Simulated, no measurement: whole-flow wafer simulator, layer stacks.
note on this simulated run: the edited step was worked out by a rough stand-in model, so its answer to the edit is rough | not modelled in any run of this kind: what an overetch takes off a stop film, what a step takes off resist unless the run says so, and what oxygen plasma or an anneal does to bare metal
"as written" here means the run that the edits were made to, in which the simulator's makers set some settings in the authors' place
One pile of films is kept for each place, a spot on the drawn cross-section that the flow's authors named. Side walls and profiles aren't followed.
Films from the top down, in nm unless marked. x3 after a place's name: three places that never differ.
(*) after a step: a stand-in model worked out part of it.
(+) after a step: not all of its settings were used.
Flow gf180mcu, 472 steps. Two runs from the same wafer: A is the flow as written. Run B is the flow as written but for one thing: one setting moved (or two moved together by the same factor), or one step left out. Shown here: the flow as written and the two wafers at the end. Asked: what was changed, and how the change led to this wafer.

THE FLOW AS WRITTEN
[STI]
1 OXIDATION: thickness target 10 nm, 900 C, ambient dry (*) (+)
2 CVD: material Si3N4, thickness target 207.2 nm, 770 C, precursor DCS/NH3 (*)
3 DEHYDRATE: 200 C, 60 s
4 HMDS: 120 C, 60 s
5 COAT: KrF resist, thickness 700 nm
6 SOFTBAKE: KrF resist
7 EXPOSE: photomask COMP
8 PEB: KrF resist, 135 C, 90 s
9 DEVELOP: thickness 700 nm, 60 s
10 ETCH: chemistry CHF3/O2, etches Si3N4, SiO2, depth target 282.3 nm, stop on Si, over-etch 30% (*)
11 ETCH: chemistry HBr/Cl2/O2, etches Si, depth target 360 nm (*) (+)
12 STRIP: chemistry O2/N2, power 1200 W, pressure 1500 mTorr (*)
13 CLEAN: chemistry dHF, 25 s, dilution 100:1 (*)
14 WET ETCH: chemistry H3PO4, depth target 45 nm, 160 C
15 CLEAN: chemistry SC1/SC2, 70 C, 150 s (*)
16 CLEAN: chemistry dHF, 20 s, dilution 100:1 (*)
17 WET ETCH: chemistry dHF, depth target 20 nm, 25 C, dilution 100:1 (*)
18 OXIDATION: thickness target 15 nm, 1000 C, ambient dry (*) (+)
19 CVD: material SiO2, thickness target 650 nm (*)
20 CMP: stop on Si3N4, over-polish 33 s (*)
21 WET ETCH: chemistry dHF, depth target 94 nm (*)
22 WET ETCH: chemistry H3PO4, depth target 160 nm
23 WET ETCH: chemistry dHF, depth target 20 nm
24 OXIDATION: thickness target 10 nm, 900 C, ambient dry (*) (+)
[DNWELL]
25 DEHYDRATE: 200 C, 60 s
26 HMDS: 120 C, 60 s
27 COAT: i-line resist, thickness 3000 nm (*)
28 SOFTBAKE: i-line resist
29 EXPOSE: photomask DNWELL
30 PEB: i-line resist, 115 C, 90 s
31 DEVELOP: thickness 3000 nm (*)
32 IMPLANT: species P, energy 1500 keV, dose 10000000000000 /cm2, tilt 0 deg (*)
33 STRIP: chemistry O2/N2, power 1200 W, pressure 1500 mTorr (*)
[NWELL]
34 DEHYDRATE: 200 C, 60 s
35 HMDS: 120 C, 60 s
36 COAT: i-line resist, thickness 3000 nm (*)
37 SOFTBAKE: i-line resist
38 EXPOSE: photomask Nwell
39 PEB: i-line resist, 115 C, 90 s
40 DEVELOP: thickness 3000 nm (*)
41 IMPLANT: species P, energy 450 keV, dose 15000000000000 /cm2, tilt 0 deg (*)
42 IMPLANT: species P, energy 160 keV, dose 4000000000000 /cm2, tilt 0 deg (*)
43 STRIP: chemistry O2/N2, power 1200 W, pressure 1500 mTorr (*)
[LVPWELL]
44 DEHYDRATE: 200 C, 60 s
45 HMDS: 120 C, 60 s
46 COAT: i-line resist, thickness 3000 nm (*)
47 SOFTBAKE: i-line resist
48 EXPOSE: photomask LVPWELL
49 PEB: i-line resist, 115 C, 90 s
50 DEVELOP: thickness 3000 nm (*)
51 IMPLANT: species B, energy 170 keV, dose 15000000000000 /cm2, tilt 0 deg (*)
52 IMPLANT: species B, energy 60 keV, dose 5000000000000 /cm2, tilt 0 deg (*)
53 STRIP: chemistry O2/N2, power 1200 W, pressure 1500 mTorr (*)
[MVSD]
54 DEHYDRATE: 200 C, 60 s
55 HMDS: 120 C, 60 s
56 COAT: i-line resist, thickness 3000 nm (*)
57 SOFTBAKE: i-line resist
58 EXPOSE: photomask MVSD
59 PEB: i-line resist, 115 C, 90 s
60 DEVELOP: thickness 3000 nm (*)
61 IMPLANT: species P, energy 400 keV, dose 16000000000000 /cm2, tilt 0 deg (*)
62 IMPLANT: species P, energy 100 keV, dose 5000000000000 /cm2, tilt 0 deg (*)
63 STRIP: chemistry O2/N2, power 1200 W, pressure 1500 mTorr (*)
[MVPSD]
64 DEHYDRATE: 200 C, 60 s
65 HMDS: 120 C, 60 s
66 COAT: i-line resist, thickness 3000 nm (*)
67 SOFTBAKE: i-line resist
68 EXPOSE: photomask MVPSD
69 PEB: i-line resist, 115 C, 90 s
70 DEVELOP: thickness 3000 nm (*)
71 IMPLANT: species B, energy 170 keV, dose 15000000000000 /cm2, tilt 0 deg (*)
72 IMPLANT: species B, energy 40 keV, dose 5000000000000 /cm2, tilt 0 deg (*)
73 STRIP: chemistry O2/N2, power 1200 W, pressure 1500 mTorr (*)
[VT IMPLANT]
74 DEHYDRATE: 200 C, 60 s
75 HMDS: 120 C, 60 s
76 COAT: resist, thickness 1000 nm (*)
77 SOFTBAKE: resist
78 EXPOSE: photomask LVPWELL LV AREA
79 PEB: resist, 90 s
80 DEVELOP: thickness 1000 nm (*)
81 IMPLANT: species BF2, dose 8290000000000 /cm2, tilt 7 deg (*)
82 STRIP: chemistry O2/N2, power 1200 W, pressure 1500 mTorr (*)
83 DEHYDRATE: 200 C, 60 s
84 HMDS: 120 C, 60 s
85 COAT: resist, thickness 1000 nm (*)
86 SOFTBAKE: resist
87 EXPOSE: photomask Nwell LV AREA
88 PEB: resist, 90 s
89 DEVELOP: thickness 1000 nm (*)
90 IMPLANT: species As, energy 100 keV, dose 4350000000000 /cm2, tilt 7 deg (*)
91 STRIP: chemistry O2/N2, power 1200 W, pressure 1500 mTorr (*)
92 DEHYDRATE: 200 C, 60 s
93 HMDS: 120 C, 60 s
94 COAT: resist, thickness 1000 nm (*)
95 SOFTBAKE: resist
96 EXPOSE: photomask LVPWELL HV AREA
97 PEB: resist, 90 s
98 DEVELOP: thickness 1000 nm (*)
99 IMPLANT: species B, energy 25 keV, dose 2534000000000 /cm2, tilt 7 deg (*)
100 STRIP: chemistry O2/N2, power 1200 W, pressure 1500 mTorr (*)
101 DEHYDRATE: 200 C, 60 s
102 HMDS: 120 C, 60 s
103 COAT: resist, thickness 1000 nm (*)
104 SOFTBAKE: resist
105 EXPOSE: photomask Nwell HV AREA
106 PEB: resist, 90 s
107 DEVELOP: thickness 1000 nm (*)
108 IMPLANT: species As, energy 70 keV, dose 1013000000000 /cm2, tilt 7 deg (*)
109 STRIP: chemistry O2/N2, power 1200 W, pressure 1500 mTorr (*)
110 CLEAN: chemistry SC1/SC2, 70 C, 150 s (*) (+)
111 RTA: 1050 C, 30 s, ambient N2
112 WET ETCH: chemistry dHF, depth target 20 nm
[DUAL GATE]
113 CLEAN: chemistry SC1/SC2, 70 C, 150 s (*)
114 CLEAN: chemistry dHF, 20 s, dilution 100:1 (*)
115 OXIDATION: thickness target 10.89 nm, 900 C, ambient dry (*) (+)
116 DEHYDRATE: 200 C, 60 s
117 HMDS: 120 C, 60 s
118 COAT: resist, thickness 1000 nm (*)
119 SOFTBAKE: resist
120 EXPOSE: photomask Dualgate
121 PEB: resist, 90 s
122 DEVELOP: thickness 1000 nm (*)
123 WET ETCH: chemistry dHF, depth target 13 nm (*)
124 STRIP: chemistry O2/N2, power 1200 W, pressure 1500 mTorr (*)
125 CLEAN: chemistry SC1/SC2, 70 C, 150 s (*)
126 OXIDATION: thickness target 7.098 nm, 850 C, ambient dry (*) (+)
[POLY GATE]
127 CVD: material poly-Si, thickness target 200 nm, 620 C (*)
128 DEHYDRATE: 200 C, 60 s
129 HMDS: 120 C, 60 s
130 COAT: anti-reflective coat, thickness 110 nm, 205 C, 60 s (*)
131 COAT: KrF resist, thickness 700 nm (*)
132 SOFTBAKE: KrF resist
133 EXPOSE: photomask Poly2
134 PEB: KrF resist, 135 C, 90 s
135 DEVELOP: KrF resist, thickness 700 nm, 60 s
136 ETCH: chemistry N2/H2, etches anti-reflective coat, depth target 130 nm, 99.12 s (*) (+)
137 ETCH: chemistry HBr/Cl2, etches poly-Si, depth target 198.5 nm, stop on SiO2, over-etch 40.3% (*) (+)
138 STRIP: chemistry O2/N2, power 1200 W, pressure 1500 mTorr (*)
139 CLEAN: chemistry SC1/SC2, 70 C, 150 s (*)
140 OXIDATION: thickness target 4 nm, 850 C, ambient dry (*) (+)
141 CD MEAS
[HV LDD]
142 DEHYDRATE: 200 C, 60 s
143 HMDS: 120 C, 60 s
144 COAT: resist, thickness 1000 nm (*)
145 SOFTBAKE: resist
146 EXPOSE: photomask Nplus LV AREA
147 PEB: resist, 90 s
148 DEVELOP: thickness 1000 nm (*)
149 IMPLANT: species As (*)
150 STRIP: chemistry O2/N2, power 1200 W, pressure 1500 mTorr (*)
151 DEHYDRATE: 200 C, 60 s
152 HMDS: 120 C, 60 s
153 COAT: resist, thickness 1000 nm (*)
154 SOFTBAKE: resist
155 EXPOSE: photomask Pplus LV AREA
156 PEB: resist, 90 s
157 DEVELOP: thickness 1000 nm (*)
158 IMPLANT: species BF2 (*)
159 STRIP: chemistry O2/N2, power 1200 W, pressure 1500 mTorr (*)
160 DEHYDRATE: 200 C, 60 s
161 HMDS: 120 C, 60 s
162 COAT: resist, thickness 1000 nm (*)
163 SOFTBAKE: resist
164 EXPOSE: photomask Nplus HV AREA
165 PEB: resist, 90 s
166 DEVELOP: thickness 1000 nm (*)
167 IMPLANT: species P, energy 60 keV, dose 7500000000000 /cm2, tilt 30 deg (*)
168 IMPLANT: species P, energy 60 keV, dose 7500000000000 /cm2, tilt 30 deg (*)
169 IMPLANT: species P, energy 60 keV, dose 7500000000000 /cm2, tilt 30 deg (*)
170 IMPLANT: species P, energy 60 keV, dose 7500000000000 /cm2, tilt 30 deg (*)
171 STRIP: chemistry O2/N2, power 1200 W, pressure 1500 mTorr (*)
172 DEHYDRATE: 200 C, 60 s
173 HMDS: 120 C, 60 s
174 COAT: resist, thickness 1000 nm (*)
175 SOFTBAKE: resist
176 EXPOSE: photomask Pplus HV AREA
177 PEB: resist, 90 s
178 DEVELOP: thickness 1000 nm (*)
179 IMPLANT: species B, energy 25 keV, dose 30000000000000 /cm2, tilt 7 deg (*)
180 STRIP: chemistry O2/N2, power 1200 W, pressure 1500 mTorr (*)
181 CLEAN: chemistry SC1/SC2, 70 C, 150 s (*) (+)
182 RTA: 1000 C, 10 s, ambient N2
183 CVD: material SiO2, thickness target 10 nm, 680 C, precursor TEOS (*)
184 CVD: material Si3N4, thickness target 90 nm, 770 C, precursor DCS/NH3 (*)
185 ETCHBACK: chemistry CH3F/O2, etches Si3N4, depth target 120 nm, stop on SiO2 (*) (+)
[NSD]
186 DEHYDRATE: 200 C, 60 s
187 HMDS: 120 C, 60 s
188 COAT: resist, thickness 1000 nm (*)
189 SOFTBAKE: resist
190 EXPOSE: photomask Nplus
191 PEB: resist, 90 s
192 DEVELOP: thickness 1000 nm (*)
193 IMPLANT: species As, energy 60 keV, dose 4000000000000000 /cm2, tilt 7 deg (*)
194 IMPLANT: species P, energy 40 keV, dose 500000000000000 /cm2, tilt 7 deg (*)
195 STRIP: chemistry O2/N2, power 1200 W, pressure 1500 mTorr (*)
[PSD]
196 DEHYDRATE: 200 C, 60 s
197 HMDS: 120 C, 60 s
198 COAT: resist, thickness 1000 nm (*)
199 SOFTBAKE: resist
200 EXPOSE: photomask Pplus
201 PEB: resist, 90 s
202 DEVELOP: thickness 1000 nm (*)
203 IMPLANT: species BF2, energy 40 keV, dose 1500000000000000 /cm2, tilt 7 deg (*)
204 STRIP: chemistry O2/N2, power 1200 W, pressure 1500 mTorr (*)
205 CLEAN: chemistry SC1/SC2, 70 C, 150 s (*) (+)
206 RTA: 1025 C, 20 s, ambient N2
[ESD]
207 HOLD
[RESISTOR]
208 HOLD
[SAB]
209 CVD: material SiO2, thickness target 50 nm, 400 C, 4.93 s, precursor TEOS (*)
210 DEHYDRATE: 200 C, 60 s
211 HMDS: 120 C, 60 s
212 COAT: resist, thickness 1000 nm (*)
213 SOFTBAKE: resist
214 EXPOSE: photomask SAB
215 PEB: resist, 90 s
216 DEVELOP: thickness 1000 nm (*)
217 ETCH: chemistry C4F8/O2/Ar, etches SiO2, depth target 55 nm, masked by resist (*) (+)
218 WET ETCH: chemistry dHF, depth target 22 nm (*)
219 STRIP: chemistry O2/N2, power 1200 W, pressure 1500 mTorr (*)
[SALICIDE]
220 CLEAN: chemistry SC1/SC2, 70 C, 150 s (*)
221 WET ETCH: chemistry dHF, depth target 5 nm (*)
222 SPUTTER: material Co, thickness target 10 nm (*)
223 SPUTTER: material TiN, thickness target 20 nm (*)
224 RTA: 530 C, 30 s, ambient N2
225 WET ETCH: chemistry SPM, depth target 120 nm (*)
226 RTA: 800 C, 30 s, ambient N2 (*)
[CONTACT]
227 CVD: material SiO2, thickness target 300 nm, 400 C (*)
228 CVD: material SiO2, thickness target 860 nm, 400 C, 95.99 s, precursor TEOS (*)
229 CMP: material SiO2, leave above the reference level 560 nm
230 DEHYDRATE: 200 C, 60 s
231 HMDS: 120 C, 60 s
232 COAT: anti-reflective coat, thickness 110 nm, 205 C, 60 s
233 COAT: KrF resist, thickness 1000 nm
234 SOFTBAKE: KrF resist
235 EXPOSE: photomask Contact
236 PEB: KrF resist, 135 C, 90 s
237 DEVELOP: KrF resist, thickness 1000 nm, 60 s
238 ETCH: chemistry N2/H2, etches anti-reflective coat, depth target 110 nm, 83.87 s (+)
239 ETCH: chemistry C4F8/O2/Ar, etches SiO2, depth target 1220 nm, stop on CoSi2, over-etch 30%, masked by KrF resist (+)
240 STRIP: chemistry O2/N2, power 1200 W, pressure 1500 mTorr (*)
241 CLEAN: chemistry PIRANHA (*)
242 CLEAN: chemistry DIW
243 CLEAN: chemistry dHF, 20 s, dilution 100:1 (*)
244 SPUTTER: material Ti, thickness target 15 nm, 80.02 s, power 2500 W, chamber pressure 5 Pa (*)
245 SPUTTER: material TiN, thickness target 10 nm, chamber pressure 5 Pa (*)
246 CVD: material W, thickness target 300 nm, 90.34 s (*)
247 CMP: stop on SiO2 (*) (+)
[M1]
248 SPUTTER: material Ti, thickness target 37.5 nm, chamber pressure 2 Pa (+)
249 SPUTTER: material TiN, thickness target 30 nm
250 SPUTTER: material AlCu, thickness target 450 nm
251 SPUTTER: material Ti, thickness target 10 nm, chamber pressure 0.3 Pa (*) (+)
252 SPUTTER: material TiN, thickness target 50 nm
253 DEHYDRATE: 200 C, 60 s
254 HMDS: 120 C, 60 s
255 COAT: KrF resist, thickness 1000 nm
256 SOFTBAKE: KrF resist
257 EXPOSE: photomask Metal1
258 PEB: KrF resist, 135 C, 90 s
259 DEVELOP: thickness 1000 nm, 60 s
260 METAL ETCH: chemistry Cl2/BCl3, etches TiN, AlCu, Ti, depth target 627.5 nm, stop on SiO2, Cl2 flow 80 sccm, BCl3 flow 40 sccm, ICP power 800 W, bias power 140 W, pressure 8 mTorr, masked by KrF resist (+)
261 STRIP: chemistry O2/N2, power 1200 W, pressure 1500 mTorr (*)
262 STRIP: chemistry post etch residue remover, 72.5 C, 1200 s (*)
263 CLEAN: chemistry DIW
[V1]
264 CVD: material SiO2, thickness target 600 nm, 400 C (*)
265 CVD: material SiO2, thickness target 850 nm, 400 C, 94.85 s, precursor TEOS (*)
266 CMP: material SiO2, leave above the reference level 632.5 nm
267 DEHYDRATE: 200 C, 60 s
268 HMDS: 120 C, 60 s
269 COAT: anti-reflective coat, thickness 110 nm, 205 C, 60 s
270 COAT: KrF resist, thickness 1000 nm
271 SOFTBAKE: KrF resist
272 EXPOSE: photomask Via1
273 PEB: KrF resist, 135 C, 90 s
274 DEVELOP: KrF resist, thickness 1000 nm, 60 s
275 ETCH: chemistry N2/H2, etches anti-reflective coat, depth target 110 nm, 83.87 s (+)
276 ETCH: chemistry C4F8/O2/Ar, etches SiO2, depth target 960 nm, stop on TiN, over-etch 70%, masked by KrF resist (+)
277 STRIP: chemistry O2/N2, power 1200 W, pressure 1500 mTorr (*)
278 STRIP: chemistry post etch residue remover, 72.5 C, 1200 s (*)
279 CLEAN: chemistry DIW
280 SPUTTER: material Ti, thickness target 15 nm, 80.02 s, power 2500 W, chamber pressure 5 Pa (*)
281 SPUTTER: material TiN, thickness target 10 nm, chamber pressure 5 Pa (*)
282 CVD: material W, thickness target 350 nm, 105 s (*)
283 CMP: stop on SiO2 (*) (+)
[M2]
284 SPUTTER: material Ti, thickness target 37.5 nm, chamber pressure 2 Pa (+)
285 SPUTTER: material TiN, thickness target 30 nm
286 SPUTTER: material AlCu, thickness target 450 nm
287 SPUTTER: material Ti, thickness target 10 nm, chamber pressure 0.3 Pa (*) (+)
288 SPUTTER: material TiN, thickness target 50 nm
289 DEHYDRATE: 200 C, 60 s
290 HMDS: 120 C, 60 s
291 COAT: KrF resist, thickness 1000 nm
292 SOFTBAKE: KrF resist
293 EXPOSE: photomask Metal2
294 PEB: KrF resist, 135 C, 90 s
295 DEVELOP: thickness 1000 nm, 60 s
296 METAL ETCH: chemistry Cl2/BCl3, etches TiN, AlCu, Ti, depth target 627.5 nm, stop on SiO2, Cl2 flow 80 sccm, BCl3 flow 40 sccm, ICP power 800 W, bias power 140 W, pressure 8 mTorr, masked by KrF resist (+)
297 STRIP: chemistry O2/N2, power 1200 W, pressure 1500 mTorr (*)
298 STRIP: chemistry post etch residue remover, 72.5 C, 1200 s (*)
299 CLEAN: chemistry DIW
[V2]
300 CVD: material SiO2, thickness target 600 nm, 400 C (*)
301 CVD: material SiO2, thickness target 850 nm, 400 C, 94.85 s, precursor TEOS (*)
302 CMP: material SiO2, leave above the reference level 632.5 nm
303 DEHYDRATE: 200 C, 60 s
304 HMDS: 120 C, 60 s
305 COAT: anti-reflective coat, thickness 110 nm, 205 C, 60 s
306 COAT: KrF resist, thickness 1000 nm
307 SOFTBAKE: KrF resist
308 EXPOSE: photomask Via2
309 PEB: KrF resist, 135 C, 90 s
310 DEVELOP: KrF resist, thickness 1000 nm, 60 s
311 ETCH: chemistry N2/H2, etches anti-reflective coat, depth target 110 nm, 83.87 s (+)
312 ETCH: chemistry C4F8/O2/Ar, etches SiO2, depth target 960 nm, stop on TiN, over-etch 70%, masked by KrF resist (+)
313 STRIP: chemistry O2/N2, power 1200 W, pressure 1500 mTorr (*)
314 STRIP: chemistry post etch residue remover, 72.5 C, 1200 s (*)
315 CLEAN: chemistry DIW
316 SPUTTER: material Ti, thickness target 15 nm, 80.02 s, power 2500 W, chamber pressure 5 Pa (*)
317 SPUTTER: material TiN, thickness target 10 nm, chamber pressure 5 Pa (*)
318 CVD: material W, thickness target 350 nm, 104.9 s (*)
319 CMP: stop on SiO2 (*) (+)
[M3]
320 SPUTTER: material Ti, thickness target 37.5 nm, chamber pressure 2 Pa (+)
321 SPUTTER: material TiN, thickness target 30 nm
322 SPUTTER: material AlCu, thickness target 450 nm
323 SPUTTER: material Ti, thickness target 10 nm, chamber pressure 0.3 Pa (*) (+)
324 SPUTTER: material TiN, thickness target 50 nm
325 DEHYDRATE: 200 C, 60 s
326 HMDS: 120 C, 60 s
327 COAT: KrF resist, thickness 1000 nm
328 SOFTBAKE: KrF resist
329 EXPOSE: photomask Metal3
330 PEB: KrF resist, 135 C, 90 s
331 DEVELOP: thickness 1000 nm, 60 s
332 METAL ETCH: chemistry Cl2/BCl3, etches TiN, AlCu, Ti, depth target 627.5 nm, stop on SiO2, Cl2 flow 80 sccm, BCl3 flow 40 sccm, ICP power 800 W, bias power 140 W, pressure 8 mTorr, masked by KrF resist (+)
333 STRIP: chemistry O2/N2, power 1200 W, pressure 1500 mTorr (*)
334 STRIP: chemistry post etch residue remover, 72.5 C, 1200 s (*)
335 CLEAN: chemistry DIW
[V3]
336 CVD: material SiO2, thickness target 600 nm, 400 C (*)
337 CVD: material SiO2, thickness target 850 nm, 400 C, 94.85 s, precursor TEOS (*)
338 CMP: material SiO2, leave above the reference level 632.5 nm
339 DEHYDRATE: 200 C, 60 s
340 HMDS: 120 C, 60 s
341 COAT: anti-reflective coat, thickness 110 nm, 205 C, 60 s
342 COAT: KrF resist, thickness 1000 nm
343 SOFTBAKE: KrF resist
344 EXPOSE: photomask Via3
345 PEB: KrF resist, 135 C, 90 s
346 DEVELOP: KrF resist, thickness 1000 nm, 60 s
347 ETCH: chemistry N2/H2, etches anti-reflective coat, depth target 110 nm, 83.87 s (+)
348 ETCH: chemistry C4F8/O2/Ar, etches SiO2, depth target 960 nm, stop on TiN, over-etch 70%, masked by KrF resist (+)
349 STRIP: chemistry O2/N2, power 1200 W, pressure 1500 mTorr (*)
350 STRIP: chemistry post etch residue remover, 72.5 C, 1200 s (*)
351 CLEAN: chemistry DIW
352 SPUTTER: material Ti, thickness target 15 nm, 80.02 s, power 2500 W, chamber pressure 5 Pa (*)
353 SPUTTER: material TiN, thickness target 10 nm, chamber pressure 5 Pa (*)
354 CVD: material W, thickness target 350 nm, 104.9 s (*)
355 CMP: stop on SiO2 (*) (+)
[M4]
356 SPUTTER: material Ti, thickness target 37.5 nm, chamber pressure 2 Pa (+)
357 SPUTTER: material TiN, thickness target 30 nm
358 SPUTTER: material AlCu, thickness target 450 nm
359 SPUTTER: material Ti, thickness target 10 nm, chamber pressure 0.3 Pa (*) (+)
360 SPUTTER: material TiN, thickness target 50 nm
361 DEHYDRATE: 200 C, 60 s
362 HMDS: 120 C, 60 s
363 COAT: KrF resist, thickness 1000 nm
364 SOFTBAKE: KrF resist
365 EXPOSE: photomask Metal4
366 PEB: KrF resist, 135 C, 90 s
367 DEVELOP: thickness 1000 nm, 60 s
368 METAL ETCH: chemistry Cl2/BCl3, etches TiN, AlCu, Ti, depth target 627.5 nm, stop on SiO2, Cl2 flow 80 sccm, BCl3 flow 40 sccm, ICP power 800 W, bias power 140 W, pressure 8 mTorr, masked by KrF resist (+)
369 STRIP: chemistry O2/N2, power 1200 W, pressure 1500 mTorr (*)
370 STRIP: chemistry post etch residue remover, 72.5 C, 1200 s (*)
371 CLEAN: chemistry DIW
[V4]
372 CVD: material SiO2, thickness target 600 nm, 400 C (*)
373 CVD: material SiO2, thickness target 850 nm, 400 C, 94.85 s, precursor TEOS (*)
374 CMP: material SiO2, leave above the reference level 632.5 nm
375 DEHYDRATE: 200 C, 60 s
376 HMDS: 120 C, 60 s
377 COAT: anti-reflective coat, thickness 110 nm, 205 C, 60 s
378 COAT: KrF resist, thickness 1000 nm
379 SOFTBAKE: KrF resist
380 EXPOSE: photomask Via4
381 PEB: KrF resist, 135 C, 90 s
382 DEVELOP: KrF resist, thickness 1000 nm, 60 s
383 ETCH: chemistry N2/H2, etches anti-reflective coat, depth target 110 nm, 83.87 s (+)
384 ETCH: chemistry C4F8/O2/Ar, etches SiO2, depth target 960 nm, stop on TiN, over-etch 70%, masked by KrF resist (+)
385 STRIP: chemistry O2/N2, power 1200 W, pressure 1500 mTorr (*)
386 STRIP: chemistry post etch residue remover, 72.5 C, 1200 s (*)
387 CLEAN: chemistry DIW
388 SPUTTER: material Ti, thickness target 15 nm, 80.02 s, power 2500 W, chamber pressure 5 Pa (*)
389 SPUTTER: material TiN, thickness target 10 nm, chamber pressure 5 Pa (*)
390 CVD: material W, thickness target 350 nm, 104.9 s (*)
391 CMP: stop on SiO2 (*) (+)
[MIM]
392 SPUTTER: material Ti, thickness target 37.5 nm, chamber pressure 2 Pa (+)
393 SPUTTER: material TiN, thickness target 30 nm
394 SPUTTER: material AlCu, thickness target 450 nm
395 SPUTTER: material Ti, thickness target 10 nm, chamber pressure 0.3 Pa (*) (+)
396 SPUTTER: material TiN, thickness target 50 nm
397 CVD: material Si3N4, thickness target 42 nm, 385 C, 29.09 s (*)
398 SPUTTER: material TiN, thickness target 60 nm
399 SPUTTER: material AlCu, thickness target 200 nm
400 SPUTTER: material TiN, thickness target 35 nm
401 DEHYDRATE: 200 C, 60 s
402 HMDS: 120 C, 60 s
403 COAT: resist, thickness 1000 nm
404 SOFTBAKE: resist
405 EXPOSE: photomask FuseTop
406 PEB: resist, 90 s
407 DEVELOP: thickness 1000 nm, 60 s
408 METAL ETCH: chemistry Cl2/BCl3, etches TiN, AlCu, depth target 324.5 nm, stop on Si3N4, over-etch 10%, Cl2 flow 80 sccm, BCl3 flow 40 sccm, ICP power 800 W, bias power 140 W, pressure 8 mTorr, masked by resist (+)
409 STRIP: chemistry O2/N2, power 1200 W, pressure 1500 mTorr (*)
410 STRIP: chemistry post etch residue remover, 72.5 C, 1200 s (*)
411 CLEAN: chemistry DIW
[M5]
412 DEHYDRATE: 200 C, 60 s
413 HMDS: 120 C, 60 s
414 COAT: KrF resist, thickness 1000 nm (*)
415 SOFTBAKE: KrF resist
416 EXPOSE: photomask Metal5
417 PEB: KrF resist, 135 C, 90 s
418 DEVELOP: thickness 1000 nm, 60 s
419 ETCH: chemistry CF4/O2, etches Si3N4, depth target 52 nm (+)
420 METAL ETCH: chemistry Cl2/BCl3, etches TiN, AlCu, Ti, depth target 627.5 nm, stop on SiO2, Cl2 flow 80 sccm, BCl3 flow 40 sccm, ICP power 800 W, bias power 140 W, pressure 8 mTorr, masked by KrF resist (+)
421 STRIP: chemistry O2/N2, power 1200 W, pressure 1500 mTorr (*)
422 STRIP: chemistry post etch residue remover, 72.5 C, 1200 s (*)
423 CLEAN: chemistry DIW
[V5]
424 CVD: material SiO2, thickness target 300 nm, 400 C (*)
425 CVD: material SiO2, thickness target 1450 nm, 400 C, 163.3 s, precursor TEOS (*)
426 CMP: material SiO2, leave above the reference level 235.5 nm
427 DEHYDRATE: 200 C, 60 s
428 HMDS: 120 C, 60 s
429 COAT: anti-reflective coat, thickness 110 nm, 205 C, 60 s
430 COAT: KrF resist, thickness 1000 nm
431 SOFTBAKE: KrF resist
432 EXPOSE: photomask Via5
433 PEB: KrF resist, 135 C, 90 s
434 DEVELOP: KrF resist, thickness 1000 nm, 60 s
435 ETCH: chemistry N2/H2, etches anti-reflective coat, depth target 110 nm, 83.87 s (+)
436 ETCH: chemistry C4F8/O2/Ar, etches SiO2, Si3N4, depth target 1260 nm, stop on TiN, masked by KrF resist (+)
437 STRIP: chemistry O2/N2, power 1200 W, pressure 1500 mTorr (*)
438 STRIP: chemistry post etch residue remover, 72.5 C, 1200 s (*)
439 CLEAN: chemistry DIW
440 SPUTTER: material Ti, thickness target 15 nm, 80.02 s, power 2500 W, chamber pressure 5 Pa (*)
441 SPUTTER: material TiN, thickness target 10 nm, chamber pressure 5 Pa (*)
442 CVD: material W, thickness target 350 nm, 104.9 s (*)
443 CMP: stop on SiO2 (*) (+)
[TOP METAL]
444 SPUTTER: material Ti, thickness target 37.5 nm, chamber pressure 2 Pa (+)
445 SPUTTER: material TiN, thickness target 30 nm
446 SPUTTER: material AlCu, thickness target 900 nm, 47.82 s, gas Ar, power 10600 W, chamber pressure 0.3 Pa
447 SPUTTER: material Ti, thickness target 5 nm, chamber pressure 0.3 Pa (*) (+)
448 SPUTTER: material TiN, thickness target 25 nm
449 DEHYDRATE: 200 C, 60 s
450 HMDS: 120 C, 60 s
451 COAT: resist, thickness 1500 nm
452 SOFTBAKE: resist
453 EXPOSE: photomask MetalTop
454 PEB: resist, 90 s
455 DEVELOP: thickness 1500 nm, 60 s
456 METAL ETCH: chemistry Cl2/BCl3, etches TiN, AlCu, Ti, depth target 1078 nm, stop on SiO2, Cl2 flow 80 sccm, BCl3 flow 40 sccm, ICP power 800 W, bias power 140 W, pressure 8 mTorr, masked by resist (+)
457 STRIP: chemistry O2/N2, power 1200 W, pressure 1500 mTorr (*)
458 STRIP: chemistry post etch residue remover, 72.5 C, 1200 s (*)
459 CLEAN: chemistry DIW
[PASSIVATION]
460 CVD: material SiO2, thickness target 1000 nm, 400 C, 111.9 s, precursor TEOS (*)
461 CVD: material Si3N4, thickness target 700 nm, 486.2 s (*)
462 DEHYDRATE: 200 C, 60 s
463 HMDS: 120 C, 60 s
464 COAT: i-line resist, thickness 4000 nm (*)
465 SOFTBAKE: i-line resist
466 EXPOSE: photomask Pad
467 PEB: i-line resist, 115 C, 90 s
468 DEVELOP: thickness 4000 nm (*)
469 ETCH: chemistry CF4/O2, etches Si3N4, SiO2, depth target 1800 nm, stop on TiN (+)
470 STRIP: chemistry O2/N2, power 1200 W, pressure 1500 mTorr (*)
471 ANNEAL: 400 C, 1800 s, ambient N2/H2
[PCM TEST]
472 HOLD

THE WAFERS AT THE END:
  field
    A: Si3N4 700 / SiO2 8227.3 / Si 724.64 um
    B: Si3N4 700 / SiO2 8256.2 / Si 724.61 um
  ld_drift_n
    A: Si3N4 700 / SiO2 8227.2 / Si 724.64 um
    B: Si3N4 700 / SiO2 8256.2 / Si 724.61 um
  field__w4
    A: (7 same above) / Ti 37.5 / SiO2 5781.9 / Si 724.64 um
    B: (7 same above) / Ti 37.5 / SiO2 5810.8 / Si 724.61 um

The cause: step 11, ETCH: depth target 389 nm was run, where the flow has depth target 360 nm.

How the change led to this, step by step:
  11 ETCH: chemistry HBr/Cl2/O2, etches Si, depth target 360 nm (*) (+)
      active, n_well, p_well and 40 more: A KrF resist -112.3 | B KrF resist -122
      field, field_sub, sti and 34 more: A Si -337 | B Si -366
  12 STRIP: chemistry O2/N2, power 1200 W, pressure 1500 mTorr (*)
      active, n_well, p_well and 40 more: A KrF resist -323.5 (all of it) | B KrF resist -313.9 (all of it)
  19 CVD: material SiO2, thickness target 650 nm (*)
      m1, ld_fp_n, ld_drift_n and 8 more: A SiO2 +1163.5 | B SiO2 +1192.5
  20 CMP: stop on Si3N4, over-polish 33 s (*)
      sti, mim_1p0, pad and 11 more: A SiO2 -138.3 | B SiO2 -109.3
      nw_enc_fld, nw_enc_fld_lv: A SiO2 -142.4 | B SiO2 -113.4
      (and at 10 more places)
